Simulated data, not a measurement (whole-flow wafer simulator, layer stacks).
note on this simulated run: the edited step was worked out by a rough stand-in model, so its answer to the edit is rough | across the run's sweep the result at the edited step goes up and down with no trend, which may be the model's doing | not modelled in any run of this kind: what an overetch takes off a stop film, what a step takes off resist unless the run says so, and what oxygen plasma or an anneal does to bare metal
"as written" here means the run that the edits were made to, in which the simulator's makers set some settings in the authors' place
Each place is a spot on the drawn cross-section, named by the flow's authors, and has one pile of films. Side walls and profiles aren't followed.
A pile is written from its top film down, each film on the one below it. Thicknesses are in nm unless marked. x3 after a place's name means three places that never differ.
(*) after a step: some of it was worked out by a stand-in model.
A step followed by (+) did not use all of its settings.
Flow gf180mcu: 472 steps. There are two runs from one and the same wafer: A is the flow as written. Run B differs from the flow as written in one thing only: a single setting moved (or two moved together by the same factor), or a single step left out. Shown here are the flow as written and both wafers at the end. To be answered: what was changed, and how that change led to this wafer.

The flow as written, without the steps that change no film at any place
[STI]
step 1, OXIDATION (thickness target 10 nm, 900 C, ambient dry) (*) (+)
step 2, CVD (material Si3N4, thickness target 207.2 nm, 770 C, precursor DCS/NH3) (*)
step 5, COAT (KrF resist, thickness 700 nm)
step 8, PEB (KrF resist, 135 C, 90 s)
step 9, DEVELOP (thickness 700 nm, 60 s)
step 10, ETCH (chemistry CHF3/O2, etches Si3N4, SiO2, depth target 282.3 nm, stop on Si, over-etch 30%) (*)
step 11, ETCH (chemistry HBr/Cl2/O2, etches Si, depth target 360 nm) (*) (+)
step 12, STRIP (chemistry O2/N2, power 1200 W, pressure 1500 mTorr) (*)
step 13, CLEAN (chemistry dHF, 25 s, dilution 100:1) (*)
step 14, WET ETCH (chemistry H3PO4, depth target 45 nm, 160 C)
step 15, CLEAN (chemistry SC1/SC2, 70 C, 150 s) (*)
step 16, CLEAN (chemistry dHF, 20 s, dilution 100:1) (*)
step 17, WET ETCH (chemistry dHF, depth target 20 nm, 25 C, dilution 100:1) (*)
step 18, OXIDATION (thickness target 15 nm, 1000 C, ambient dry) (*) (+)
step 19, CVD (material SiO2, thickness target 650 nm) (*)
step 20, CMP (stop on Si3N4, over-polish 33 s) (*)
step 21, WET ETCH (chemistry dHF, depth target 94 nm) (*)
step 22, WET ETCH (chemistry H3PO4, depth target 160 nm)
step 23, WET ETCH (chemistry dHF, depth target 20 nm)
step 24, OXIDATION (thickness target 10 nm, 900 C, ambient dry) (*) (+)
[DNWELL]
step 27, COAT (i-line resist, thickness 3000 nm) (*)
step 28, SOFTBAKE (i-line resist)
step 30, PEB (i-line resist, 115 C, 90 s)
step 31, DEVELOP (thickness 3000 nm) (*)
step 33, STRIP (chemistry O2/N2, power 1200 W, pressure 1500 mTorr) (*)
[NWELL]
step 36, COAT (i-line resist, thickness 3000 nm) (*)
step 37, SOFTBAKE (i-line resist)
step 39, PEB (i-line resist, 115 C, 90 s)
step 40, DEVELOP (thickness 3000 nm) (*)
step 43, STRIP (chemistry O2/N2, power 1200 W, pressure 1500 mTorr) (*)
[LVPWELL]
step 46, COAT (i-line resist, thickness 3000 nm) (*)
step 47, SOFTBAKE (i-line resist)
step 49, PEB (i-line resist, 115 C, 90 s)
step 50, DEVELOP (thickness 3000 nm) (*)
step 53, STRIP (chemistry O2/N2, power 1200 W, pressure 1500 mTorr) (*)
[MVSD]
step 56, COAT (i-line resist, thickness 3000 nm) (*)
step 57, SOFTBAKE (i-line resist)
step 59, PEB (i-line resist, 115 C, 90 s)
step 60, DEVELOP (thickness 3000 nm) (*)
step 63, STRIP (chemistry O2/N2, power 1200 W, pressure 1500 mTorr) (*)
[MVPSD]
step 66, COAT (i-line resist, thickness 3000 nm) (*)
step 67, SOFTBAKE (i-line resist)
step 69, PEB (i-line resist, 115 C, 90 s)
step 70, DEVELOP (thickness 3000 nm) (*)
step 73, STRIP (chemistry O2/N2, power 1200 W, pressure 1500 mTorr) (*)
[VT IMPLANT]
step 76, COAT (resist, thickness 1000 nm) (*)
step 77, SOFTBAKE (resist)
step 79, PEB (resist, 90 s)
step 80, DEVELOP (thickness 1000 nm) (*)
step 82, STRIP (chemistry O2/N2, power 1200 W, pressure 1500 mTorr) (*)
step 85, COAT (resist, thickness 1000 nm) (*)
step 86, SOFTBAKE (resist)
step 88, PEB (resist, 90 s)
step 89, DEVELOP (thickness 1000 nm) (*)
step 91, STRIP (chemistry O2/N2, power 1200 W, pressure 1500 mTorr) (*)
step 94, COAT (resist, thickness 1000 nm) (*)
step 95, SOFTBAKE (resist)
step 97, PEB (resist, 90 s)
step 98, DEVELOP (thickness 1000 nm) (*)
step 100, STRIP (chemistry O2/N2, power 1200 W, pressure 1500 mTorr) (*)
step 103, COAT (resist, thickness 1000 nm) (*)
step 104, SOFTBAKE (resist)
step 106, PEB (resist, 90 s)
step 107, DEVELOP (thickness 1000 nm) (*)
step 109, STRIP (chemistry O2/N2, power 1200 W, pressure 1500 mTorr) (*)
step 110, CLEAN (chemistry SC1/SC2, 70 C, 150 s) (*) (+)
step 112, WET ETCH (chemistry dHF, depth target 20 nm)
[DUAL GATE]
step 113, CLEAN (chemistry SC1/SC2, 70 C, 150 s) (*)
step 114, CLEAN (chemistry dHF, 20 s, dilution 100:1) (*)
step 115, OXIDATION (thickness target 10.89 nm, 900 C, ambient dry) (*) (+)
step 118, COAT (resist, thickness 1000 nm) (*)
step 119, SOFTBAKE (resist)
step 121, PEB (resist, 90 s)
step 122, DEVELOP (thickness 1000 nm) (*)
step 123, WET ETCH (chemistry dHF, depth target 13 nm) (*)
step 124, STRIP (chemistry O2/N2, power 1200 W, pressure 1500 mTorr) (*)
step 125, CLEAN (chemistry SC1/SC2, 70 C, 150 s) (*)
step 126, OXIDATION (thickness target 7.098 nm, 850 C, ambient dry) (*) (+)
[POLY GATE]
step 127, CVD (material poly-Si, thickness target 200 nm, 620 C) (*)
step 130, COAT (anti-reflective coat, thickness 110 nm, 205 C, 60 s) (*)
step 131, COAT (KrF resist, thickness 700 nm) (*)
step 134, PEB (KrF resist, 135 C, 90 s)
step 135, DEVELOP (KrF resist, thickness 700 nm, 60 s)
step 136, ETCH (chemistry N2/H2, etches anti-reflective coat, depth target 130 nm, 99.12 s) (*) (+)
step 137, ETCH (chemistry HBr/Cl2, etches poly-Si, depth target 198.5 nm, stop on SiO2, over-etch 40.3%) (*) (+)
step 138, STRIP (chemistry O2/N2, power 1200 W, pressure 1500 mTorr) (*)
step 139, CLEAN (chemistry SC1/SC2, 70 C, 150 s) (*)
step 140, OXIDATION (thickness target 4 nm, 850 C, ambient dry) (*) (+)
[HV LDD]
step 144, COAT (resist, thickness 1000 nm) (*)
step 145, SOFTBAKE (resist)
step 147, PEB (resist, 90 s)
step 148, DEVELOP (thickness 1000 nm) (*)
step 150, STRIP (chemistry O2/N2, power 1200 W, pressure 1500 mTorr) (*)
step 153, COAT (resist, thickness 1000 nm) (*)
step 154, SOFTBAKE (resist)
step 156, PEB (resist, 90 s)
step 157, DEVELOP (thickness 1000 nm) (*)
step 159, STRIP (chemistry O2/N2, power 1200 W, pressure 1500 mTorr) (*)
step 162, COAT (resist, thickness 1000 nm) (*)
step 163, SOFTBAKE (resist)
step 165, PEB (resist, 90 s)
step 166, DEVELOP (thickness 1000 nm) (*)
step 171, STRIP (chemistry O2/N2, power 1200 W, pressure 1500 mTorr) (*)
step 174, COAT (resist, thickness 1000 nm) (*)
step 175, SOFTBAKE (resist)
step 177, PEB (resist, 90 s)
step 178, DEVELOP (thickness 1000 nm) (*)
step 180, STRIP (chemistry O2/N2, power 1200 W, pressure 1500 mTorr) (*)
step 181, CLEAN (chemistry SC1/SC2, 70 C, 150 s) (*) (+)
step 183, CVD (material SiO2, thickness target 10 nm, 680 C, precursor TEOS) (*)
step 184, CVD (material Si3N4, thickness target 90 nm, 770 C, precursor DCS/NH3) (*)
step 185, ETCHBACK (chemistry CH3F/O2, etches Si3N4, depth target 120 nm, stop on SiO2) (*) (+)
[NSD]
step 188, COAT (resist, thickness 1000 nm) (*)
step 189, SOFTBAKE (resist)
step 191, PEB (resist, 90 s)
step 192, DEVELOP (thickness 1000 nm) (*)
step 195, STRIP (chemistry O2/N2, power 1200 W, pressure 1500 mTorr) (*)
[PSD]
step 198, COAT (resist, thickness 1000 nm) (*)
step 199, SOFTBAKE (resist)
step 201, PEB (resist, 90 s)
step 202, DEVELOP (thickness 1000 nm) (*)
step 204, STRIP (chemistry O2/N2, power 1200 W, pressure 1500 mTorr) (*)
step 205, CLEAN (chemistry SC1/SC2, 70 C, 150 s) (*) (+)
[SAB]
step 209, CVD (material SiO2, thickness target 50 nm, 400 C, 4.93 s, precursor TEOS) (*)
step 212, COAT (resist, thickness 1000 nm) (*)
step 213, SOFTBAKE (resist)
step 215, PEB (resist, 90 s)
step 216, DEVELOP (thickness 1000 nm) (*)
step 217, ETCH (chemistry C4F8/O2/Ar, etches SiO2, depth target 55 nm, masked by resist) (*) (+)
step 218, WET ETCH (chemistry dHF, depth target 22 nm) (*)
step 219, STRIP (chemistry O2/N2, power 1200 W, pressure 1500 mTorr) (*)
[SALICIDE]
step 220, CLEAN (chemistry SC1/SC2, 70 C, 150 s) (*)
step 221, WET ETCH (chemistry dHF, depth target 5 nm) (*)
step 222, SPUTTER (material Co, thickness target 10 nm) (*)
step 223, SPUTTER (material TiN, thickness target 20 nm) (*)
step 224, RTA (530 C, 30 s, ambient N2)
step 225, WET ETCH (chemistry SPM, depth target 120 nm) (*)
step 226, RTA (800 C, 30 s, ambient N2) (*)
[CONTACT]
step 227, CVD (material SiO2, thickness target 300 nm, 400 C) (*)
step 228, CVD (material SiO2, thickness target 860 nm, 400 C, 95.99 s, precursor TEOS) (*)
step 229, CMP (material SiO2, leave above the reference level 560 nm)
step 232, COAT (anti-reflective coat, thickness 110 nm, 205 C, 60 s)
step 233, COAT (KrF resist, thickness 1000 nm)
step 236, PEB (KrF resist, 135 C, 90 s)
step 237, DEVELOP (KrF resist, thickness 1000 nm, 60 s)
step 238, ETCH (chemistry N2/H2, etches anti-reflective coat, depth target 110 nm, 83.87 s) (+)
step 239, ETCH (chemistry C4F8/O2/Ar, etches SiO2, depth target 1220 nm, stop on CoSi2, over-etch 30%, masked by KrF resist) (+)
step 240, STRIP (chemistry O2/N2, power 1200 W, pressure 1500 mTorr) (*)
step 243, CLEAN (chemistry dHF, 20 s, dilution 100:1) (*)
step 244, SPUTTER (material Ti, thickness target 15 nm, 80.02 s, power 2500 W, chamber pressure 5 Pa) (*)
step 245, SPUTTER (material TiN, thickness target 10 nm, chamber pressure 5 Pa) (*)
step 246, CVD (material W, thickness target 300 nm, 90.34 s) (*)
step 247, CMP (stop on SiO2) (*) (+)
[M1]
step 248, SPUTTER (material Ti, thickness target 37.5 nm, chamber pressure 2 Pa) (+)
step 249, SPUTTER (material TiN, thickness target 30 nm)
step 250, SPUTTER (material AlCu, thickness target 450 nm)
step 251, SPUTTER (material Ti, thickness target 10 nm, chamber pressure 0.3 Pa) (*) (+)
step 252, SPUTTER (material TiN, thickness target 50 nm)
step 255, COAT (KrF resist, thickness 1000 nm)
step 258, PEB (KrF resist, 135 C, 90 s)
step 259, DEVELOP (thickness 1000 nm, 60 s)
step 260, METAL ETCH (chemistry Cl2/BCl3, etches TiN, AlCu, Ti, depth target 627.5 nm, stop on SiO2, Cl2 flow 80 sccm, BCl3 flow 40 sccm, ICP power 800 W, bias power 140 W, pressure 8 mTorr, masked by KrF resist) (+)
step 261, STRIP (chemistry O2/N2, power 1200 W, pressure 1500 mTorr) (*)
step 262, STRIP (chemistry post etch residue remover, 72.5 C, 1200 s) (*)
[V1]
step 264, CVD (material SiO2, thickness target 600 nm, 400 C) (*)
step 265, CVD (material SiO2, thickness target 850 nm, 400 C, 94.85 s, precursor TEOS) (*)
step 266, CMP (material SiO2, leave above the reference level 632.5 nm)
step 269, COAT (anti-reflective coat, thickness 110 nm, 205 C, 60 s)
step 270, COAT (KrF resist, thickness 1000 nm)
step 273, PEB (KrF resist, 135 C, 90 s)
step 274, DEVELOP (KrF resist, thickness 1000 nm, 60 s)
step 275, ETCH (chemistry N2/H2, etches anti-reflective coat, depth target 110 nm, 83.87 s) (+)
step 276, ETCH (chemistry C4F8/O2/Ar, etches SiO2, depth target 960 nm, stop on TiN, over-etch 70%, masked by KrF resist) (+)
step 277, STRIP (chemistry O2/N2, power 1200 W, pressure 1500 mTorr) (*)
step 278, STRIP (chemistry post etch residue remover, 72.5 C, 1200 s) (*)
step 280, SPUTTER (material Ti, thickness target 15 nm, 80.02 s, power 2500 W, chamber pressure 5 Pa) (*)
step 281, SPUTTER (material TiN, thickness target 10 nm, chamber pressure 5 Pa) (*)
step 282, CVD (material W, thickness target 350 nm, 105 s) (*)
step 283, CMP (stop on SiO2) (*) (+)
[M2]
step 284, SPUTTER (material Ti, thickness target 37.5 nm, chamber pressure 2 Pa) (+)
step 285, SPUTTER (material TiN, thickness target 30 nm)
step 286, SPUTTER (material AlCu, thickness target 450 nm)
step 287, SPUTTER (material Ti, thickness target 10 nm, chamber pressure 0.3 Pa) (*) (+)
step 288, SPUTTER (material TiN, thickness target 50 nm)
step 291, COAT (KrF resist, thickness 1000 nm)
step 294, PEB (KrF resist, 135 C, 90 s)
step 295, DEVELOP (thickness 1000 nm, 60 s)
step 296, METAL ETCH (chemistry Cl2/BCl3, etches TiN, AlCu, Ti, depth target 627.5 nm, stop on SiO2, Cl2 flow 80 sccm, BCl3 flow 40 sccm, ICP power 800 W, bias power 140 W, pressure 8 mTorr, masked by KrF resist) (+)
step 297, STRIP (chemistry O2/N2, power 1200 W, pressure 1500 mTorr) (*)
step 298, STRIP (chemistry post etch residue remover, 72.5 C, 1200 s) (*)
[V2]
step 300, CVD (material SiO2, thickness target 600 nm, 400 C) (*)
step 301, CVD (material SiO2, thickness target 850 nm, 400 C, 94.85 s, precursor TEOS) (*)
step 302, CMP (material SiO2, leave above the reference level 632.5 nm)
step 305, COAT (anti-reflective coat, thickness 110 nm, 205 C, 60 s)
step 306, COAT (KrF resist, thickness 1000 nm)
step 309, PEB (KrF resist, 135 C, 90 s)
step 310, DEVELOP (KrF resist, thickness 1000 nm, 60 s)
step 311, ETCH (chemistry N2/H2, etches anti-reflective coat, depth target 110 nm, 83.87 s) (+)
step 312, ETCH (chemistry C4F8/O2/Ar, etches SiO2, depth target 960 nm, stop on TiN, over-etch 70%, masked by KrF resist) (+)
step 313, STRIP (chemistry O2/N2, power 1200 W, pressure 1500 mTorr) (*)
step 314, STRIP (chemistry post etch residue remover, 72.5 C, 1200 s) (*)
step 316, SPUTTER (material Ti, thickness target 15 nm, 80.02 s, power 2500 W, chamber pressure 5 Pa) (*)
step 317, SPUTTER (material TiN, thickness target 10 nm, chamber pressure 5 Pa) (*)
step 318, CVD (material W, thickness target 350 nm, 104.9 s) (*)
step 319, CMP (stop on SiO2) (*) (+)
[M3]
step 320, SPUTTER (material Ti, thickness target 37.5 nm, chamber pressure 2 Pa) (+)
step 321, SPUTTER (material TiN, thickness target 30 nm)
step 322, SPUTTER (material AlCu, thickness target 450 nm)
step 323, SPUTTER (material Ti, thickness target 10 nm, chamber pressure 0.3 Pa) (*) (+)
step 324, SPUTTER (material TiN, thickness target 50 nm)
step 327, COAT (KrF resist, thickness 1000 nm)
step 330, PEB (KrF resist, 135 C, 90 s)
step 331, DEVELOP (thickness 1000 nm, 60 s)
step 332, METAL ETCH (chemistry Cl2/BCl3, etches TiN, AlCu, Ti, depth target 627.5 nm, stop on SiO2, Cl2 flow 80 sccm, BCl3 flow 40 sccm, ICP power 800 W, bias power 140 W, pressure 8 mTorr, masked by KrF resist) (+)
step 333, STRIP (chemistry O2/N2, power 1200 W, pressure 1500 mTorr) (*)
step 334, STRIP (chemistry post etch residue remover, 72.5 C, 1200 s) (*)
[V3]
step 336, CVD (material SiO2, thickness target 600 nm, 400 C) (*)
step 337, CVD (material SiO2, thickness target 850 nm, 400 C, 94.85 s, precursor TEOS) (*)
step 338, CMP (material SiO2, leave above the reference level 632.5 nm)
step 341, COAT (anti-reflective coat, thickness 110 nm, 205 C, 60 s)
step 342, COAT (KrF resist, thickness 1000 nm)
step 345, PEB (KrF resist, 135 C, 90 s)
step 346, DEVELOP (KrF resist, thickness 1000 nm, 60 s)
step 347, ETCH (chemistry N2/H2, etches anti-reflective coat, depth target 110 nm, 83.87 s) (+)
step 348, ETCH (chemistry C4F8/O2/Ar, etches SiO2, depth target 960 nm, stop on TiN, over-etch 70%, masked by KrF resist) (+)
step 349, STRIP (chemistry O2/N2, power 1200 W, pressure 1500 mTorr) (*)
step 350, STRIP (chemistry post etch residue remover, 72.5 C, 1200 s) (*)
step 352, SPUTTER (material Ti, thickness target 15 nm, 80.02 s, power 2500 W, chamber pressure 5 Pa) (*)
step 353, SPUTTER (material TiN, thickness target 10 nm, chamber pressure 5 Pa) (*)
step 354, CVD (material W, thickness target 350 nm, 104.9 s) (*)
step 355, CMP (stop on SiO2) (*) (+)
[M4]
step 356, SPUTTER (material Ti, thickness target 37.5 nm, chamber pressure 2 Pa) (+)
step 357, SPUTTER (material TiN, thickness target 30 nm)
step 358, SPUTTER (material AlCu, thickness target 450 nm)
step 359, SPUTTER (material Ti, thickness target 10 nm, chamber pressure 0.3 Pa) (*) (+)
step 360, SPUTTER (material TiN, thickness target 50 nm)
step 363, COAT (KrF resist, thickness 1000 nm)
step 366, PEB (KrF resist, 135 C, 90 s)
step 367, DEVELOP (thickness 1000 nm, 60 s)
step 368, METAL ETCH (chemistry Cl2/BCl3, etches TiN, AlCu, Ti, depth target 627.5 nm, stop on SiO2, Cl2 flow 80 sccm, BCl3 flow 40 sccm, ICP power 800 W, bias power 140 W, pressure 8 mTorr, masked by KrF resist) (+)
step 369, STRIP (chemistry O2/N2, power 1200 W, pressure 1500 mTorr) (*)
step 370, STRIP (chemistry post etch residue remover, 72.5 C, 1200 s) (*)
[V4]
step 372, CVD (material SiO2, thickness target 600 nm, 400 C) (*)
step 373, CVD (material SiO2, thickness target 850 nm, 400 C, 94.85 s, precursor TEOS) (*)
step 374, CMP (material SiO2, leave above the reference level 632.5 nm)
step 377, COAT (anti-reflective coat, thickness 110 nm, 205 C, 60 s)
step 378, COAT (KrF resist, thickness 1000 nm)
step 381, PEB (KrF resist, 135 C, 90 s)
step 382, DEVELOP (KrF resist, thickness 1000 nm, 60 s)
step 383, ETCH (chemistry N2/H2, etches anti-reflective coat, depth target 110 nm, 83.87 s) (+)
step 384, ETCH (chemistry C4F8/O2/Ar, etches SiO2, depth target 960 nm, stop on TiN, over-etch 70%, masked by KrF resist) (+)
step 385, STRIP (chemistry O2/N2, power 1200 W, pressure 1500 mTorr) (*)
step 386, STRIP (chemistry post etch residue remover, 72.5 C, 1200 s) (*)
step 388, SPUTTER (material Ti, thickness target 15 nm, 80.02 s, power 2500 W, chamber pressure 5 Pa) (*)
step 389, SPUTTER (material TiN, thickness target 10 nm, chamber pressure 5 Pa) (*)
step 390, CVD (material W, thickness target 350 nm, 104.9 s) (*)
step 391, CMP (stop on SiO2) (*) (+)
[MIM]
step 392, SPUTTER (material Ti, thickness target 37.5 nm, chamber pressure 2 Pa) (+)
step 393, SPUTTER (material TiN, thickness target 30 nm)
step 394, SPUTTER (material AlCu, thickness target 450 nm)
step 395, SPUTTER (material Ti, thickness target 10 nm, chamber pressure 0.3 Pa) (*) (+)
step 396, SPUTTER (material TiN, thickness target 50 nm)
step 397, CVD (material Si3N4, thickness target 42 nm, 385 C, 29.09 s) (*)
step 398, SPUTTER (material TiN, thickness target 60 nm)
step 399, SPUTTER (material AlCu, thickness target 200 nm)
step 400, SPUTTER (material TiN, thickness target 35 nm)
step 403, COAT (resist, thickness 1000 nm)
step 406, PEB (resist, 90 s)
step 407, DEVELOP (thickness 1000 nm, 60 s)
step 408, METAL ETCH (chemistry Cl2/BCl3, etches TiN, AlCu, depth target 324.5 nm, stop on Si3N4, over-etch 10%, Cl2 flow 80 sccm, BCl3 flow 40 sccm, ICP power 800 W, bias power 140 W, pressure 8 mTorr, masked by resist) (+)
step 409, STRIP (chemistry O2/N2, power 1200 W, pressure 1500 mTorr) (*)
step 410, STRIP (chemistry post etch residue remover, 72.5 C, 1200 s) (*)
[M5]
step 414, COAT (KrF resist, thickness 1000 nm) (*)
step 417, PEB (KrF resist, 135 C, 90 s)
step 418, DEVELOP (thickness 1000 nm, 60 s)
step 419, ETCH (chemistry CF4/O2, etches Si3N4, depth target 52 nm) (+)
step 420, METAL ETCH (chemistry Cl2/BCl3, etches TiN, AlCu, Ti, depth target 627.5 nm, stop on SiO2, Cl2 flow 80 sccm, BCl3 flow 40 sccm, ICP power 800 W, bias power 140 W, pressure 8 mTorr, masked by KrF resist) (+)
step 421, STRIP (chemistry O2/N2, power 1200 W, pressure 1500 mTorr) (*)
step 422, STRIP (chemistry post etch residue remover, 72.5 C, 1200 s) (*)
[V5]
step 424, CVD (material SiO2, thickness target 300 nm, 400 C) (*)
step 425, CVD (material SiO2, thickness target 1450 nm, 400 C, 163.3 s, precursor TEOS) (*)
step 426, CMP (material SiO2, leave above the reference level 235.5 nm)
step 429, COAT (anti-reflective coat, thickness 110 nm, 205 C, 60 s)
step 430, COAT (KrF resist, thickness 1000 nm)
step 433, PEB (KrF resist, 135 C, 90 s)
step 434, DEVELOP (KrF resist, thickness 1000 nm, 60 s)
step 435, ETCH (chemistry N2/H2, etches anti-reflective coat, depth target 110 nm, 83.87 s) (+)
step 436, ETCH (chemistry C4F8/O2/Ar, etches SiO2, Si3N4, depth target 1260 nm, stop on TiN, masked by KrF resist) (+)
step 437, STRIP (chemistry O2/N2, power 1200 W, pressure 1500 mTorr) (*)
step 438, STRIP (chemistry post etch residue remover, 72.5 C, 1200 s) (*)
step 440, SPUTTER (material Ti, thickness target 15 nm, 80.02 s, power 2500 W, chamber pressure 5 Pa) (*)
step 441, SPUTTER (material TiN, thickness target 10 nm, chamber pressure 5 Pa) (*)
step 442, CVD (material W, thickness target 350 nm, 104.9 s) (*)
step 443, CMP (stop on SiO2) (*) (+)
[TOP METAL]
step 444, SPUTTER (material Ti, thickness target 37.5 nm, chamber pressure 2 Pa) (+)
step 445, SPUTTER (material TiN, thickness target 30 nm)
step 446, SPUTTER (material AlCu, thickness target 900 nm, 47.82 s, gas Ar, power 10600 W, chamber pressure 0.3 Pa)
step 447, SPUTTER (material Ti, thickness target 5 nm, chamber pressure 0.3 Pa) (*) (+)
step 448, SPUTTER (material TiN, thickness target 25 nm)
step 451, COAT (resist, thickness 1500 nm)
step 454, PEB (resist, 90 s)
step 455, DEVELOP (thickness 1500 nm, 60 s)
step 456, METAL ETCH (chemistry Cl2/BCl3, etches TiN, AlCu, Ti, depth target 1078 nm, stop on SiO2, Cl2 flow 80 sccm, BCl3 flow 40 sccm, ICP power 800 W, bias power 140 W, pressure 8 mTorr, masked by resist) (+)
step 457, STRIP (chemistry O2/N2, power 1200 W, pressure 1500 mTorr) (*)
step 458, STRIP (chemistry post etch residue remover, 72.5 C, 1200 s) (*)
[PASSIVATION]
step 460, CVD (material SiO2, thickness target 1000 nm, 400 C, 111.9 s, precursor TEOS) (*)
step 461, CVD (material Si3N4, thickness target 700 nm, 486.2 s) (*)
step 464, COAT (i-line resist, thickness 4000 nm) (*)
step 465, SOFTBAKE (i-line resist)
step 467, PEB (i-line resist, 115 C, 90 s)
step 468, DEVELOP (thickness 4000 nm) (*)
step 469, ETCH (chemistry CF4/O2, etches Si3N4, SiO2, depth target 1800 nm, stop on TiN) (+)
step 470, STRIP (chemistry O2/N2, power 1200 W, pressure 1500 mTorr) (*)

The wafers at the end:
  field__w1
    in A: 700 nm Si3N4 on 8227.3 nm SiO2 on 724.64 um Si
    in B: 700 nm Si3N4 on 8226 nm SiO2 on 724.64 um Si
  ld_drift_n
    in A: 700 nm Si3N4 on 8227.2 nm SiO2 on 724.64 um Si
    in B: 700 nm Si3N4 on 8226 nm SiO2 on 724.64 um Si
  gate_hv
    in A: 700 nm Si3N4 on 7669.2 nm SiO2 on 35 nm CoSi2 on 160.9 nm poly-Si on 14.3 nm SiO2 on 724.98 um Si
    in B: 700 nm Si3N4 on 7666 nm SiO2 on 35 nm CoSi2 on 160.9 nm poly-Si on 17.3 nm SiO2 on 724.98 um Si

Cause: step 126, OXIDATION: thickness target 10.65 nm was run, though the flow has thickness target 7.098 nm.

The path from the change to this, step by step:
  step 126, OXIDATION (thickness target 7.098 nm, 850 C, ambient dry) (*) (+)
      gate_hv, active_hv, active_nat and 25 more: A +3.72 SiO2, -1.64 Si | B +6.77 SiO2, -2.98 Si
      active, n_well, p_well and 12 more: A +7.1 SiO2 (new film), -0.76 chemical SiO2 (all of it), -2.79 Si | B +10.6 SiO2 (new film), -0.76 chemical SiO2 (all of it), -4.35 Si
      (and at 49 other places as well)
  step 189, SOFTBAKE (resist)
      nw_enc_fld_lv__w3: A +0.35 resist | B -0.5 resist
      active_nat: A +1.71 resist | B +2.72 resist
  step 199, SOFTBAKE (resist)
      nw_enc_fld_lv__w3: A +0.35 resist | B -0.5 resist
      active_nat: A +1.71 resist | B +2.72 resist
  step 218, WET ETCH (chemistry dHF, depth target 22 nm) (*)
      active, p_well, sd_n, iso_ptap_pw, iso_ntap_nw, iso_ptap_sub, vpnp_e: A -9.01 SiO2 (all of it) | B -12.4 SiO2 (all of it)
      ldn_tap, ldn_src, ldn_drn, ldp_tap, ldp_src, ldp_drn, ldp_gr: A -16 SiO2 (all of it) | B -18.9 SiO2 (all of it)
      (and at 9 other places as well)
